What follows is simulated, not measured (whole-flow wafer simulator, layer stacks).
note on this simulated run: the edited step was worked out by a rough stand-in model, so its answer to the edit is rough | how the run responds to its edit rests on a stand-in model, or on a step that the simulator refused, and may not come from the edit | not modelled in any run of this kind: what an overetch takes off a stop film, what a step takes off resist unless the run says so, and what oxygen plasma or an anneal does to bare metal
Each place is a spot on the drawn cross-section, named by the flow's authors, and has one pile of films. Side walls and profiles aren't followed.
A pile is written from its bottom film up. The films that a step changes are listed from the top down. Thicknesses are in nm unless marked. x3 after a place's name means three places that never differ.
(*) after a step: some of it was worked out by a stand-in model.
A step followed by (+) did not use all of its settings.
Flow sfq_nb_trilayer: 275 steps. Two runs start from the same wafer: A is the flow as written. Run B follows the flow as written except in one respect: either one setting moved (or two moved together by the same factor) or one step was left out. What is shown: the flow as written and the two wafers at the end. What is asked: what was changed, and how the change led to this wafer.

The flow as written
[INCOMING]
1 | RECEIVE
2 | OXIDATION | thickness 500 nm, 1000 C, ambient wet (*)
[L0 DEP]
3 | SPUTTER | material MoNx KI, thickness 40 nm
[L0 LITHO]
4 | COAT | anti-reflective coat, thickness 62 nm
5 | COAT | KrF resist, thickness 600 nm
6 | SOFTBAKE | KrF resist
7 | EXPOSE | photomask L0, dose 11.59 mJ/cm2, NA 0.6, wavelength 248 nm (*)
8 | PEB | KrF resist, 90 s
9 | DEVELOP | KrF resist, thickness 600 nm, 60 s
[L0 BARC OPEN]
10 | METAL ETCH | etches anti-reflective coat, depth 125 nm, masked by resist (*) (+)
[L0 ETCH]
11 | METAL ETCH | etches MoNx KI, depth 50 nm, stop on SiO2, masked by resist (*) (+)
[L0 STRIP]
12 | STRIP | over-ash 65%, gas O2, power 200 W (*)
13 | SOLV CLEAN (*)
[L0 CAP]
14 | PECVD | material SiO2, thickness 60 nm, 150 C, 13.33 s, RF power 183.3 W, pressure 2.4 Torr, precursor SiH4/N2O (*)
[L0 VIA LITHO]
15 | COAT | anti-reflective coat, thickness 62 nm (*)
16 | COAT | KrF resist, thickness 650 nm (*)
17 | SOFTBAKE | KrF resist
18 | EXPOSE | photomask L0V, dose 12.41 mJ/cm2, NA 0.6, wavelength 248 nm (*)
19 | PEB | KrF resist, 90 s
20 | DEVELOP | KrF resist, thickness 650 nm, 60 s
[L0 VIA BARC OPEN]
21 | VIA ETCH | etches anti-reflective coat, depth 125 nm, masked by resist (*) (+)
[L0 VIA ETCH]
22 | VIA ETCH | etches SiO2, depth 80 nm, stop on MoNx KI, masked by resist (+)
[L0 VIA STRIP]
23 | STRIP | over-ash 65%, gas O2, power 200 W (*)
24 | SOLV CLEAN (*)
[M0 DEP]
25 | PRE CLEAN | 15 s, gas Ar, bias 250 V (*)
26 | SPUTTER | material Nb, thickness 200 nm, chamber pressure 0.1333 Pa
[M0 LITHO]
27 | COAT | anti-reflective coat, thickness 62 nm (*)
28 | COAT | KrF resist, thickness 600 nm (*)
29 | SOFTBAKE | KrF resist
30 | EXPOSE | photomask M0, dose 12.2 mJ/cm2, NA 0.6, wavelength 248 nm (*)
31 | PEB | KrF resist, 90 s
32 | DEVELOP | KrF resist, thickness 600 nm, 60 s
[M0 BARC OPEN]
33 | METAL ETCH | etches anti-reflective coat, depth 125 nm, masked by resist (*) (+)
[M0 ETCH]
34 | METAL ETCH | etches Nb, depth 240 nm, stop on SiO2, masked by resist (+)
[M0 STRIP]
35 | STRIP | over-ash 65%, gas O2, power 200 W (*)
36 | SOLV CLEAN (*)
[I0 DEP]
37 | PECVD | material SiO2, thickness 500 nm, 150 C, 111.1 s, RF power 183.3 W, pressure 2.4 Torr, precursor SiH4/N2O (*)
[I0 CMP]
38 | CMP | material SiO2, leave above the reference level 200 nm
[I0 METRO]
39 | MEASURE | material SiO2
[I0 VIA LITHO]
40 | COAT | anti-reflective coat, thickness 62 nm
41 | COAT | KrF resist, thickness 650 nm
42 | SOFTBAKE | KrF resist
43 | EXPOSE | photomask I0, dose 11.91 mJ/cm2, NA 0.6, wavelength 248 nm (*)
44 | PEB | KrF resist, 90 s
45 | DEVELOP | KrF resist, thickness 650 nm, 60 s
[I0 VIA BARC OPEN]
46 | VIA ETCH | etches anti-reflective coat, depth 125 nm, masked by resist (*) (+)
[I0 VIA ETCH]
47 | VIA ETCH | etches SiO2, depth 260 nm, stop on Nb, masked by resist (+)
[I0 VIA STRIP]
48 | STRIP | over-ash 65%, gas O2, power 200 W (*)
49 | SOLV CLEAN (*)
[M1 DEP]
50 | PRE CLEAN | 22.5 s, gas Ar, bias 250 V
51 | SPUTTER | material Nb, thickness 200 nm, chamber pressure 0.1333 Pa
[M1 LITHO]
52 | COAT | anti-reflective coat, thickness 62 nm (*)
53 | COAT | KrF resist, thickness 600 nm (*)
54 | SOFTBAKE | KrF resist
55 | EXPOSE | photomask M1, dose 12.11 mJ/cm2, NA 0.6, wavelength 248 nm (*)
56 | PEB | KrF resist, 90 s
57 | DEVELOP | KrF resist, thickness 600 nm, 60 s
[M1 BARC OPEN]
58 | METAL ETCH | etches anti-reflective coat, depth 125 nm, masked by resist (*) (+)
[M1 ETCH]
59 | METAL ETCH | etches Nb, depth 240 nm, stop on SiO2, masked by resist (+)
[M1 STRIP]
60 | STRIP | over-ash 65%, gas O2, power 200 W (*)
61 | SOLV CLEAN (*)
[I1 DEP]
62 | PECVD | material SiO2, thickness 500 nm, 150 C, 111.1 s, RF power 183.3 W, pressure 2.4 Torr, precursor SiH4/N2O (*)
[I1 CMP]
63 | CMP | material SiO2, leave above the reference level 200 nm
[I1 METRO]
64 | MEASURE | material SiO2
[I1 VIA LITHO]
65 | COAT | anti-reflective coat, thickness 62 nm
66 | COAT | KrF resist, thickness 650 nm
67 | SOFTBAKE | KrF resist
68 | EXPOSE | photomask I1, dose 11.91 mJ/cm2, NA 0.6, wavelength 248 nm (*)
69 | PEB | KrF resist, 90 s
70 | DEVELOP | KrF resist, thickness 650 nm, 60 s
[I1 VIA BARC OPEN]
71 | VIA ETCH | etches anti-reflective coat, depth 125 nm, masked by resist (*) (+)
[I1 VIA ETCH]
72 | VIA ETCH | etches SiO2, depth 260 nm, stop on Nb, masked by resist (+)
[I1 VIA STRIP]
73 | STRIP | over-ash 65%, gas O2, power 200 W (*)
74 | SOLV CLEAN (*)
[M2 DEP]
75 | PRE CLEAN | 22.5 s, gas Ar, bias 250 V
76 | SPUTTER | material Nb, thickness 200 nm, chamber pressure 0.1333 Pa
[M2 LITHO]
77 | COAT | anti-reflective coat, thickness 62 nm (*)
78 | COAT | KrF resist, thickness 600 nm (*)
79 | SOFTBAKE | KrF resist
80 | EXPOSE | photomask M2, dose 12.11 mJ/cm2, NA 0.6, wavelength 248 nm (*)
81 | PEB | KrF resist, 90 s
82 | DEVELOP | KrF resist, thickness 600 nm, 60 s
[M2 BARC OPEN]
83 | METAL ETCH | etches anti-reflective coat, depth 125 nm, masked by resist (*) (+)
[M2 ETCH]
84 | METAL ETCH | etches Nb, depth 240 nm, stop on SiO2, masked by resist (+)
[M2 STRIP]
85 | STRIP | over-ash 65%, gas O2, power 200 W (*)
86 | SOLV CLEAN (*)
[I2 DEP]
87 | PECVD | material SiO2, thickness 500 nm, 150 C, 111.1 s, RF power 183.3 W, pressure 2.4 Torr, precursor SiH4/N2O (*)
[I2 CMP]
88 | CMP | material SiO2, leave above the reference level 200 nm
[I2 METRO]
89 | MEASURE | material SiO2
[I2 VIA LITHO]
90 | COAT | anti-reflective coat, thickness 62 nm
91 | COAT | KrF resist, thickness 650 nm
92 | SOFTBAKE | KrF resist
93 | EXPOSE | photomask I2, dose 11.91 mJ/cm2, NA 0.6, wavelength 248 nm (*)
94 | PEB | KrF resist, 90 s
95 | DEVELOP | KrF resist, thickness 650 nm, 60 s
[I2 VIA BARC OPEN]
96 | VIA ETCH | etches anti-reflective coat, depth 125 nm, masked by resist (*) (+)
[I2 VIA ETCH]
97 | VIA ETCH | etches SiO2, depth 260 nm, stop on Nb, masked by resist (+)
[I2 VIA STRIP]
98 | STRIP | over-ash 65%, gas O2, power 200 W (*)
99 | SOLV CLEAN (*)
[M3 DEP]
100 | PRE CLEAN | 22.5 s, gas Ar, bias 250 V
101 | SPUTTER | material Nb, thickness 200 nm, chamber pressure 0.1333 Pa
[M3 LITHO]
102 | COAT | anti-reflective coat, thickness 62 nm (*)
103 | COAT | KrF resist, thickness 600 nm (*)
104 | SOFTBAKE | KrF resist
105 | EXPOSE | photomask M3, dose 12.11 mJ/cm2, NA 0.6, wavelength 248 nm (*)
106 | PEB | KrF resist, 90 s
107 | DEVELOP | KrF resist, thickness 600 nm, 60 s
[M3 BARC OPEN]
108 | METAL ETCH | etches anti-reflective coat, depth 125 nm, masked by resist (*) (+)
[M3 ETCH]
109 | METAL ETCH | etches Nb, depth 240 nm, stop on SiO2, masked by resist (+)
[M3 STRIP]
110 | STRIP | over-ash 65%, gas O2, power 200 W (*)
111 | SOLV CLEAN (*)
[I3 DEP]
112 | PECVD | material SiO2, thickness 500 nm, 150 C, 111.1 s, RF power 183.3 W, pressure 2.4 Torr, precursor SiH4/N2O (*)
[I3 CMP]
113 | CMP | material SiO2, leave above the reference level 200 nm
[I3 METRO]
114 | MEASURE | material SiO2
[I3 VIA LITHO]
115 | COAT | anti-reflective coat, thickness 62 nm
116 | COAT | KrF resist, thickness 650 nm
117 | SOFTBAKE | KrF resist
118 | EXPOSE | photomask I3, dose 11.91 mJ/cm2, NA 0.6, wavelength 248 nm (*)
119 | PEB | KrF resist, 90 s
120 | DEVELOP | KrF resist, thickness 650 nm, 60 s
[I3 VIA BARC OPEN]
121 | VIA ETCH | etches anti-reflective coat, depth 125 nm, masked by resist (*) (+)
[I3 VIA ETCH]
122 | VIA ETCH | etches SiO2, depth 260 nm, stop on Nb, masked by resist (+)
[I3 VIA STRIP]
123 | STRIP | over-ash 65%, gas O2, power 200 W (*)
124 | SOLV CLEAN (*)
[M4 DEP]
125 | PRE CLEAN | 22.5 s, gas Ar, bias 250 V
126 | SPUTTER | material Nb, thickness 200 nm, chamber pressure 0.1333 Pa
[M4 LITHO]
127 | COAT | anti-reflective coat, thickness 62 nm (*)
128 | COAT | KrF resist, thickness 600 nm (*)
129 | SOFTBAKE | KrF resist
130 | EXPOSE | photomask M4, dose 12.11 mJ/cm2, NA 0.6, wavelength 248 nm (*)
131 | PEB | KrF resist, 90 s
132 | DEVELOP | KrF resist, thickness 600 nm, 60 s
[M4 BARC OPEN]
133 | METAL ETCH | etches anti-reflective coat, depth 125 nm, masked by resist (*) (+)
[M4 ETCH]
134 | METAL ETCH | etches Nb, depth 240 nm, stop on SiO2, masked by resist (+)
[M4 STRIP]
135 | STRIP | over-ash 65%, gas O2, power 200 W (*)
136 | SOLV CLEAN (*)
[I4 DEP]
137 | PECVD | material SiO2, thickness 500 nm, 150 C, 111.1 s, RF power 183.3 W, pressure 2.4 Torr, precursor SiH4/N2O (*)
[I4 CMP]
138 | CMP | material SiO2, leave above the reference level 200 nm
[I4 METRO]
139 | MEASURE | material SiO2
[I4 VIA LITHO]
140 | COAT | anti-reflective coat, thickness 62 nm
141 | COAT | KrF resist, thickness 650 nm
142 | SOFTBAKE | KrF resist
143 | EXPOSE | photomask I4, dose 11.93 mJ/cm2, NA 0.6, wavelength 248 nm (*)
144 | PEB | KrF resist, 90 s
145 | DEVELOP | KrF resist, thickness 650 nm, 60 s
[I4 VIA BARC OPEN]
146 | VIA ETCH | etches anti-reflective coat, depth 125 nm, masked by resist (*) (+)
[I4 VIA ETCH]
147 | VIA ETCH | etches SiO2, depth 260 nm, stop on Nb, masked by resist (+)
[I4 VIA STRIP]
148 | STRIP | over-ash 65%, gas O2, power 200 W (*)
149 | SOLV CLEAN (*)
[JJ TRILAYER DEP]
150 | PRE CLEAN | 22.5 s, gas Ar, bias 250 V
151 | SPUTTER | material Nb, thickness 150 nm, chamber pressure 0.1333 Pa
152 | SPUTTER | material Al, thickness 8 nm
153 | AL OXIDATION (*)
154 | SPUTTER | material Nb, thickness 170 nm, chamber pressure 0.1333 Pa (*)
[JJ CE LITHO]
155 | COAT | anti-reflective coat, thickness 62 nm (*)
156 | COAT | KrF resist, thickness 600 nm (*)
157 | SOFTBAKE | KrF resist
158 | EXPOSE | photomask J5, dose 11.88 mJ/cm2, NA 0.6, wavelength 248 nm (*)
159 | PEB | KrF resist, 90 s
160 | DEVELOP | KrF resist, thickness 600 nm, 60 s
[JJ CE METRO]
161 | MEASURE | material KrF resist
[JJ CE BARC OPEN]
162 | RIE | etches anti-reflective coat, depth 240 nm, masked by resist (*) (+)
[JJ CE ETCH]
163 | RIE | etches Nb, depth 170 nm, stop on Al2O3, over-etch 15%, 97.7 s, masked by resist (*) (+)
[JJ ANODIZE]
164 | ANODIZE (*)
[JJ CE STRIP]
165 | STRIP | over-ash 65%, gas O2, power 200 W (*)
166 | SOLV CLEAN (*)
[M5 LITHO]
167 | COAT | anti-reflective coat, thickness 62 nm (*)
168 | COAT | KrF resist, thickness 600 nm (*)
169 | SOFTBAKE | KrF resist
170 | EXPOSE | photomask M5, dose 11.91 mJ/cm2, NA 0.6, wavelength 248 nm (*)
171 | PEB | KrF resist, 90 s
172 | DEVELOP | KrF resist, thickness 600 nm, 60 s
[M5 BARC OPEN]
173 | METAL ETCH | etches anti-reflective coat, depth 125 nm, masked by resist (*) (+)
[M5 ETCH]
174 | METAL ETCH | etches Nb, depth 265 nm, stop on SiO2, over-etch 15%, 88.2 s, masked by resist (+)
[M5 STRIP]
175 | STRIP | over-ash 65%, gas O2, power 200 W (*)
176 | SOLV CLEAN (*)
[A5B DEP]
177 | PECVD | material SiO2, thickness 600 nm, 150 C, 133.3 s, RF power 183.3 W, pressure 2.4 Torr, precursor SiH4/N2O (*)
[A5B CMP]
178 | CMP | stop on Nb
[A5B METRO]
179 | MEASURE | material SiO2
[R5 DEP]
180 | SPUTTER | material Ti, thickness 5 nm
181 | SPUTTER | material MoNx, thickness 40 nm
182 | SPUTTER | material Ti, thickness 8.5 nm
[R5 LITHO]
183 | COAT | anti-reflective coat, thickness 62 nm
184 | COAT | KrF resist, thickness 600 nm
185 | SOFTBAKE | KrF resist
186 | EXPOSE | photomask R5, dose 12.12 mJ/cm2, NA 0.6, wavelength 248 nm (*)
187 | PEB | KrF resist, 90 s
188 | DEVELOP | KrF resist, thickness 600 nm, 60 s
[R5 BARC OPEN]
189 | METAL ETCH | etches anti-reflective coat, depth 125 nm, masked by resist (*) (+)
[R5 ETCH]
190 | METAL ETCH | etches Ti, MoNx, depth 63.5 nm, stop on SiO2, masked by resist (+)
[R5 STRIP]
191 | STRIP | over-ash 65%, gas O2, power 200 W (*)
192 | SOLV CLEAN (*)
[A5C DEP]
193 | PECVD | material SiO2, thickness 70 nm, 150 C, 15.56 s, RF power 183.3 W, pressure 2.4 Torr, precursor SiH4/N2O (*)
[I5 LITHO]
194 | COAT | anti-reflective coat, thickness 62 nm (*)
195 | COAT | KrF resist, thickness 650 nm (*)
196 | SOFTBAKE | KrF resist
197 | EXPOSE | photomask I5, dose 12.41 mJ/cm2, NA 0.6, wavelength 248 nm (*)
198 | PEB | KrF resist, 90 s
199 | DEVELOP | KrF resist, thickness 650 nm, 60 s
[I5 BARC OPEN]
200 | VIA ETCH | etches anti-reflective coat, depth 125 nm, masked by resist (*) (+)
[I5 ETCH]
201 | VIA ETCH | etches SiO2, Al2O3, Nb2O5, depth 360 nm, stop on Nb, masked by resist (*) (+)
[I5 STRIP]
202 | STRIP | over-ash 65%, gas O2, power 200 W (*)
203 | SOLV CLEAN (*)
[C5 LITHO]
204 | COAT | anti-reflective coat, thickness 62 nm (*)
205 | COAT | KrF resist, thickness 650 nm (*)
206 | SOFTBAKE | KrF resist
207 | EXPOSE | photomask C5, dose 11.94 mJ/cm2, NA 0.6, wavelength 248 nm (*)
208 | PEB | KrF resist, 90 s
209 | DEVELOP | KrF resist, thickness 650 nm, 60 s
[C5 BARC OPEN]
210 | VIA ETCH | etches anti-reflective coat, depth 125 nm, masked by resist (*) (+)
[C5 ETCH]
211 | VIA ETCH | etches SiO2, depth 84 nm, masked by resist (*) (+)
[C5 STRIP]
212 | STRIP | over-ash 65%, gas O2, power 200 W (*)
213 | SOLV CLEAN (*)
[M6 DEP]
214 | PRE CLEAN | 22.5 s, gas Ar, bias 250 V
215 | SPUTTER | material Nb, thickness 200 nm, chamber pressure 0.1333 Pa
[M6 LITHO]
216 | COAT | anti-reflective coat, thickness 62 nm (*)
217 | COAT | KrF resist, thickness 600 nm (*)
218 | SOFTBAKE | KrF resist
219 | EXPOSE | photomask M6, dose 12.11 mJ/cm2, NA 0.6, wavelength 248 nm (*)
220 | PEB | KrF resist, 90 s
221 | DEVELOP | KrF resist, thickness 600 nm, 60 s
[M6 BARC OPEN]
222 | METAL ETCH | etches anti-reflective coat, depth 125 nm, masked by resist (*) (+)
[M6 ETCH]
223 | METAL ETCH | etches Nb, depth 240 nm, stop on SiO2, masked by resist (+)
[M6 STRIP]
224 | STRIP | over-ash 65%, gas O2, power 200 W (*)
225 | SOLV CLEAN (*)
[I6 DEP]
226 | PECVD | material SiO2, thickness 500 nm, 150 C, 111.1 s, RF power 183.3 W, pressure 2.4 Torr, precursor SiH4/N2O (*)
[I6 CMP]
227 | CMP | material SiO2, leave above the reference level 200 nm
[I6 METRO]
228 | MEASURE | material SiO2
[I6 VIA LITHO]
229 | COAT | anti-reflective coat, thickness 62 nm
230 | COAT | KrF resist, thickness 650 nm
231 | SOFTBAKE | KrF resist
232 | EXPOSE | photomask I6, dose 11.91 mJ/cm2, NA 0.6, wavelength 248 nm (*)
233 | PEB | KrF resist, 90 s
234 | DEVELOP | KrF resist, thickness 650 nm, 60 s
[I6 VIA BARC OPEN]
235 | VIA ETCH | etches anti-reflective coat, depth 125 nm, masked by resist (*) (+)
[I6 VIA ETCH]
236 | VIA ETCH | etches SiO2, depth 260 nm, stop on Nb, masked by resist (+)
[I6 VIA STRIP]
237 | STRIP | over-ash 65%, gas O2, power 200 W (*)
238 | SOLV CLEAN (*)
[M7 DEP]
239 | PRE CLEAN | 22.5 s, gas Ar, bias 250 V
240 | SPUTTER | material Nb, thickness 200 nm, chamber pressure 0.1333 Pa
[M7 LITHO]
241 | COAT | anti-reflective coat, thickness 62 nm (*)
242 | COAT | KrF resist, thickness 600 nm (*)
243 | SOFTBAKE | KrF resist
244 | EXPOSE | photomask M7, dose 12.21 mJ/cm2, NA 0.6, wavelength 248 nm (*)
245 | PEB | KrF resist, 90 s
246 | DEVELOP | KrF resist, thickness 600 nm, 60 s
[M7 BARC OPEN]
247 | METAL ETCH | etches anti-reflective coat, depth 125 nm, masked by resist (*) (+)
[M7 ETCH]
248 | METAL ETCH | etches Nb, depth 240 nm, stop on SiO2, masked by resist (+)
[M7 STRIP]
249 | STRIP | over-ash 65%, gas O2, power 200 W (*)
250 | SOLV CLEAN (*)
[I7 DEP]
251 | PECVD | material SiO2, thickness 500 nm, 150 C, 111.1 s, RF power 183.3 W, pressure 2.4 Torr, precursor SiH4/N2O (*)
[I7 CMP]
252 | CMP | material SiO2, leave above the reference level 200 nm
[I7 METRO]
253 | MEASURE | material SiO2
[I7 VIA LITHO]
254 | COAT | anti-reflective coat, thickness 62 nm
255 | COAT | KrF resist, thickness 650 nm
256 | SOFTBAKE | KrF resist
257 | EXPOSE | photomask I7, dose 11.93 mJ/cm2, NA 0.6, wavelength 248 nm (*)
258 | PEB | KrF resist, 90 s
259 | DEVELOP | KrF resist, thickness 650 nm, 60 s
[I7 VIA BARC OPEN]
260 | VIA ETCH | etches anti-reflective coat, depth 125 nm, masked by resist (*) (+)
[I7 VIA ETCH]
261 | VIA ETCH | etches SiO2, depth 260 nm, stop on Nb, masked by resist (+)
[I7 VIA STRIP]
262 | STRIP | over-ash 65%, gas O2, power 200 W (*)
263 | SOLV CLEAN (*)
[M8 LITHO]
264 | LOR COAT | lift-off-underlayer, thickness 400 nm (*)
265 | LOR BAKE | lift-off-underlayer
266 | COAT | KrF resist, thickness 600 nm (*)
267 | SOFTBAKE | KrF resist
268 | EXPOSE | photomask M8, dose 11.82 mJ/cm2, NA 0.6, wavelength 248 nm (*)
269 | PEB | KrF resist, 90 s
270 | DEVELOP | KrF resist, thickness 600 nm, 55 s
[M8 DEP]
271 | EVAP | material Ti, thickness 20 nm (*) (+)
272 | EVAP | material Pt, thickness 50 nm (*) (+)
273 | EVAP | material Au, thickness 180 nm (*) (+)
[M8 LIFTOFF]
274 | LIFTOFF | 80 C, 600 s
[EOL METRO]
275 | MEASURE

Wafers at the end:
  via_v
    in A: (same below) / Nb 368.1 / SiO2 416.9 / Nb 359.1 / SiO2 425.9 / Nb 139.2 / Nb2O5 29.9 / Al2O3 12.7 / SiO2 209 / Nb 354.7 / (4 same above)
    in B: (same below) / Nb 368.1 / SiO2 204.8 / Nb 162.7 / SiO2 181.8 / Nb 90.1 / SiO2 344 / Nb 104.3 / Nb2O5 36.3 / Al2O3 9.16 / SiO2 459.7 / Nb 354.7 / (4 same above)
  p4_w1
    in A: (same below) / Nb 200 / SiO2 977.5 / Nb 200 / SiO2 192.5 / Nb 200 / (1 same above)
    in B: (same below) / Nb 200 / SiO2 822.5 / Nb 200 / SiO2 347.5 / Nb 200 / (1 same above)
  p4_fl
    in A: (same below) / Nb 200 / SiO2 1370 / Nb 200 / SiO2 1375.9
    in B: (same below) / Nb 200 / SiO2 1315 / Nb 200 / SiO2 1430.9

What caused this: step 87, PECVD: thickness 245 nm was run, though the flow has thickness 500 nm; step 87, PECVD: 54.44 s was run, where the flow has 111.1 s.

Step by step, how the change led to this:
  87 | PECVD | material SiO2, thickness 500 nm, 150 C, 111.1 s, RF power 183.3 W, pressure 2.4 Torr, precursor SiH4/N2O (*)
      field_l, be, be_sur and 81 more: A +500 SiO2 | B +245 SiO2
      v_sur, via_wl, via_w and 18 more: A +500 SiO2 (new film) | B +245 SiO2 (new film)
      (as well as at 1 more place)
  88 | CMP | material SiO2, leave above the reference level 200 nm
      field_l, be, be_sur and 81 more: A -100 SiO2 | B nothing
      via_v: A -181.6 SiO2 | B nothing
      (as well as at 21 more places)
  90 | COAT | anti-reflective coat, thickness 62 nm
      m0r_space_l, m0r_space_r, m6r_space_l, m6r_space_r, m7r_space_l, m7r_space_r: A +62 anti-reflective coat (new film) | B +80.4 anti-reflective coat (new film)
      p3_s1, p3_l2, p3_s2, p3_s5, p3_l6: A +62 anti-reflective coat (new film) | B +63.9 anti-reflective coat (new film)
      (as well as at 68 more places)
  91 | COAT | KrF resist, thickness 650 nm
      m0r_line_l, m0r_line_r, m6r_line_l, m6r_line_r, m7r_line_l, m7r_line_r: A +650 KrF resist (new film) | B +680.6 KrF resist (new film)
      m0r_space_l, m0r_space_r, m6r_space_l, m6r_space_r, m7r_space_l, m7r_space_r: A +650 KrF resist (new film) | B +669.8 KrF resist (new film)
      (as well as at 53 more places)
  95 | DEVELOP | KrF resist, thickness 650 nm, 60 s
      via_w: A -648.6 KrF resist (all of it) | B -593.9 KrF resist (all of it)
  96 | VIA ETCH | etches anti-reflective coat, depth 125 nm, masked by resist (*) (+)
      field_l, v_sur, via_wl and 102 more: A -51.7 KrF resist | B -41.3 KrF resist
      via_w: A -62 anti-reflective coat (all of it), -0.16 SiO2 | B -49.5 anti-reflective coat (all of it), -0.12 SiO2
  98 | STRIP | over-ash 65%, gas O2, power 200 W (*)
      m0r_line_l, m0r_line_r, m6r_line_l, m6r_line_r, m7r_line_l, m7r_line_r: A -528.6 KrF resist (all of it), -62 anti-reflective coat (all of it) | B -569.6 KrF resist (all of it), -62.2 anti-reflective coat (all of it)
      m0r_space_l, m0r_space_r, m6r_space_l, m6r_space_r, m7r_space_l, m7r_space_r: A -528.6 KrF resist (all of it), -62 anti-reflective coat (all of it) | B -558.8 KrF resist (all of it), -80.4 anti-reflective coat (all of it)
      (as well as at 93 more places)
  101 | SPUTTER | material Nb, thickness 200 nm, chamber pressure 0.1333 Pa
      via_v: A +200 Nb (new film) | B +162.7 Nb (new film)
  102 | COAT | anti-reflective coat, thickness 62 nm (*)
      p3_s1, p3_l2, p3_s2, p3_s5, p3_l6: A +62 anti-reflective coat (new film) | B +63.8 anti-reflective coat (new film)
      p3_l3, p3_s3, p3_s4, p3_l5: A +62 anti-reflective coat (new film) | B +63.7 anti-reflective coat (new film)
      (as well as at 70 more places)
  103 | COAT | KrF resist, thickness 600 nm (*)
      m0r_line_l, m6r_line_l, m7r_line_l: A +600 KrF resist (new film) | B +627.9 KrF resist (new film)
      m0r_space_l, m6r_space_l, m7r_space_l: A +600 KrF resist (new film) | B +620.6 KrF resist (new film)
      (as well as at 60 more places)
  107 | DEVELOP | KrF resist, thickness 600 nm, 60 s
      m0r_line_l, m6r_line_l, m7r_line_l: A -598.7 KrF resist (all of it) | B -626.6 KrF resist (all of it)
      m0r_space_l, m6r_space_l, m7r_space_l: A -598.7 KrF resist (all of it) | B -619.3 KrF resist (all of it)
      (as well as at 37 more places)
  108 | METAL ETCH | etches anti-reflective coat, depth 125 nm, masked by resist (*) (+)
      m5r_linepad_l, m5r_linepad_r, r5r_spacepad_l, r5r_spacepad_r: A -62 anti-reflective coat (all of it) | B -125 anti-reflective coat
      v_sur, via_wl, via_w and 28 more: A -51.7 KrF resist | B -69.4 KrF resist
      (as well as at 48 more places)
  109 | METAL ETCH | etches Nb, depth 240 nm, stop on SiO2, masked by resist (+)
      m5r_linepad_l, m5r_linepad_r: A -200 Nb (all of it) | B -20 anti-reflective coat (all of it), -200 Nb (all of it)
      r5r_spacepad_l, r5r_spacepad_r: A -200 Nb (all of it) | B -20.6 anti-reflective coat (all of it), -200 Nb (all of it)
  110 | STRIP | over-ash 65%, gas O2, power 200 W (*)
      p3_l3, p3_l5: A -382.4 KrF resist (all of it), -62 anti-reflective coat (all of it) | B -369.6 KrF resist (all of it), -63.7 anti-reflective coat (all of it)
      v_sur: A -365.3 KrF resist (all of it), -61.1 anti-reflective coat (all of it) | B -282.9 KrF resist (all of it), -40.2 anti-reflective coat (all of it)
      (as well as at 27 more places)
  112 | PECVD | material SiO2, thickness 500 nm, 150 C, 111.1 s, RF power 183.3 W, pressure 2.4 Torr, precursor SiH4/N2O (*)
      via_v: A +500 SiO2 (new film) | B +606.5 SiO2 (new film)
  113 | CMP | material SiO2, leave above the reference level 200 nm
      field_l, be, be_sur and 64 more: A -100 SiO2 | B nothing
      p4_w1, p4_w2, p4_w3 and 6 more: A -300 SiO2 | B -145 SiO2
      (as well as at 9 more places)
  ... 32 further steps ...
  178 | CMP | stop on Nb
      via_v: A -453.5 SiO2 | B -340.8 SiO2
If metal films that touch count as one body, via_v has 7 bodies (between them, from the top down: SiO2 437.8; SiO2 459.7 / Al2O3 9.16 / Nb2O5 36.3; SiO2 344; SiO2 181.8; SiO2 204.8; SiO2 192.5); the flow as written gives 6 bodies (between them, from the top down: SiO2 437.8; SiO2 209 / Al2O3 12.7 / Nb2O5 29.9; SiO2 425.9; SiO2 416.9; SiO2 192.5).
